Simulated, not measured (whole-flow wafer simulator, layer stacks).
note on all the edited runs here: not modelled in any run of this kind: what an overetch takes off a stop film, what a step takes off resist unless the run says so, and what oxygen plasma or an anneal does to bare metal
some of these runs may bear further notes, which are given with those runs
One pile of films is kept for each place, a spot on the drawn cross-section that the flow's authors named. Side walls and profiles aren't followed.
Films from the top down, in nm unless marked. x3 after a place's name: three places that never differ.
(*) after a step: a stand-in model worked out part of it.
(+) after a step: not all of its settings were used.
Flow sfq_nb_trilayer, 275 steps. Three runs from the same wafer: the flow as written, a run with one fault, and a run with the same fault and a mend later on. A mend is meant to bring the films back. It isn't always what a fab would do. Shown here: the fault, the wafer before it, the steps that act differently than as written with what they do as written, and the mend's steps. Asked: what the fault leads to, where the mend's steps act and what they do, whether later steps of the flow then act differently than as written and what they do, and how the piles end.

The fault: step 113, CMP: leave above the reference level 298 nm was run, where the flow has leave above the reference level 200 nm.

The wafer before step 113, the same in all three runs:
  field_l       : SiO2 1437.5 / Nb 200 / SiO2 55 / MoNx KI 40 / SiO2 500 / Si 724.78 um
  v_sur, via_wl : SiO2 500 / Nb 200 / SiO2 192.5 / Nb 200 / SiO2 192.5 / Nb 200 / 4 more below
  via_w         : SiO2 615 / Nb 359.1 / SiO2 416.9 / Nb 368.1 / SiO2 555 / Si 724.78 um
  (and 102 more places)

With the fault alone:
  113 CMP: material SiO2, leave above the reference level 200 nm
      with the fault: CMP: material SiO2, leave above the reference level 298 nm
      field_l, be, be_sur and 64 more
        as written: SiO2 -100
        with the fault: SiO2 -2
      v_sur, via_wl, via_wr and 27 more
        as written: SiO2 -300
        with the fault: SiO2 -202
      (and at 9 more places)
  Later steps of the flow that act differently than as written (4 more steps differ only slightly, by at most 2% or 0.5 nm, whichever is larger, and aren't shown):
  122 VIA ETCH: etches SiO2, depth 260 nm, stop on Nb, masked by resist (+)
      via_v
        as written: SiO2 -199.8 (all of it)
        with the fault: SiO2 -260
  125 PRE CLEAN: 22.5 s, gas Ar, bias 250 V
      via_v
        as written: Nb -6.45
        with the fault: SiO2 -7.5
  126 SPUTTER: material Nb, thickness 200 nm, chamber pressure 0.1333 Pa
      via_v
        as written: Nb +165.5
        with the fault: Nb +152.6 (new film)
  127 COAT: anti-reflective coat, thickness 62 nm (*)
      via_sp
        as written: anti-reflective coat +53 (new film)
        with the fault: anti-reflective coat +50.1 (new film)
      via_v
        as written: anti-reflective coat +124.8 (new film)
        with the fault: anti-reflective coat +128.6 (new film)
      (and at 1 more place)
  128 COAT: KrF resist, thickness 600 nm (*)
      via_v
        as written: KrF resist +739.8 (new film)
        with the fault: KrF resist +797.5 (new film)
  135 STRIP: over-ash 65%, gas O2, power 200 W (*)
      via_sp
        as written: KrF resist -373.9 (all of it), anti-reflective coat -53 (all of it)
        with the fault: KrF resist -369.8 (all of it), anti-reflective coat -50.1 (all of it)
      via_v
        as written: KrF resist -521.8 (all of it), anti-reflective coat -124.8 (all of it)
        with the fault: KrF resist -579.3 (all of it), anti-reflective coat -128.6 (all of it)
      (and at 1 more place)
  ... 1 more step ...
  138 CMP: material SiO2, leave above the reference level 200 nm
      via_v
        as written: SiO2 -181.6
        with the fault: SiO2 -157.1
  At the end the piles differ from the flow's by more than 2% or 0.5 nm, whichever is larger, at field_l, v_sur, via_wl and 103 more.
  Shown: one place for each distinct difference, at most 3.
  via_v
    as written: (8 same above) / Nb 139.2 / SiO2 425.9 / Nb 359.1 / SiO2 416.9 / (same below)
    with the fault: (8 same above) / Nb 139.2 / SiO2 500.1 / Nb 152.6 / SiO2 30.3 / Nb 200 / SiO2 416.9 / (same below)
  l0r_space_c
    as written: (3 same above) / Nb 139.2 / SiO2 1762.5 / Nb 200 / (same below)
    with the fault: (3 same above) / Nb 139.2 / SiO2 1860.5 / Nb 200 / (same below)
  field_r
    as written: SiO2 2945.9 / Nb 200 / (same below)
    with the fault: SiO2 3043.9 / Nb 200 / (same below)

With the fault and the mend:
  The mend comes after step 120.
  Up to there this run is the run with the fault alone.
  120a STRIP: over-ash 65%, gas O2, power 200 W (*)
      field_l, v_sur, via_wl and 102 more
        KrF resist -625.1 (all of it), anti-reflective coat -62 (all of it)
      via_v
        anti-reflective coat -62 (all of it)
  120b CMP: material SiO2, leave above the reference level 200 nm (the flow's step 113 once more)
      field_l, v_sur, via_wl and 103 more
        SiO2 -98
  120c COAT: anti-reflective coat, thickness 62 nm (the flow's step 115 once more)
      field_l, v_sur, via_wl and 103 more
        anti-reflective coat +62 (new film)
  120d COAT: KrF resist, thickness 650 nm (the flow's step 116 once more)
      field_l, v_sur, via_wl and 103 more
        KrF resist +650 (new film)
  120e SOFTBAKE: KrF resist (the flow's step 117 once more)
      changes no film at any place that is followed
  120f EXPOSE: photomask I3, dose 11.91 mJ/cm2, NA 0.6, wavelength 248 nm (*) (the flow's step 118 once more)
      changes no film at any place that is followed
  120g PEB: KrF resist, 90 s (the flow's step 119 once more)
      field_l, v_sur, via_wl and 103 more
        KrF resist -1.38
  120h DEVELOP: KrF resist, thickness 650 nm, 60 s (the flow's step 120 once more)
      field_l, v_sur, via_wl and 102 more
        KrF resist -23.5
      via_v
        KrF resist -648.6 (all of it)
  No later step of the flow acts differently than as written at any place that is followed.
  At the end the piles are the same as the flow's at every place that both follow.
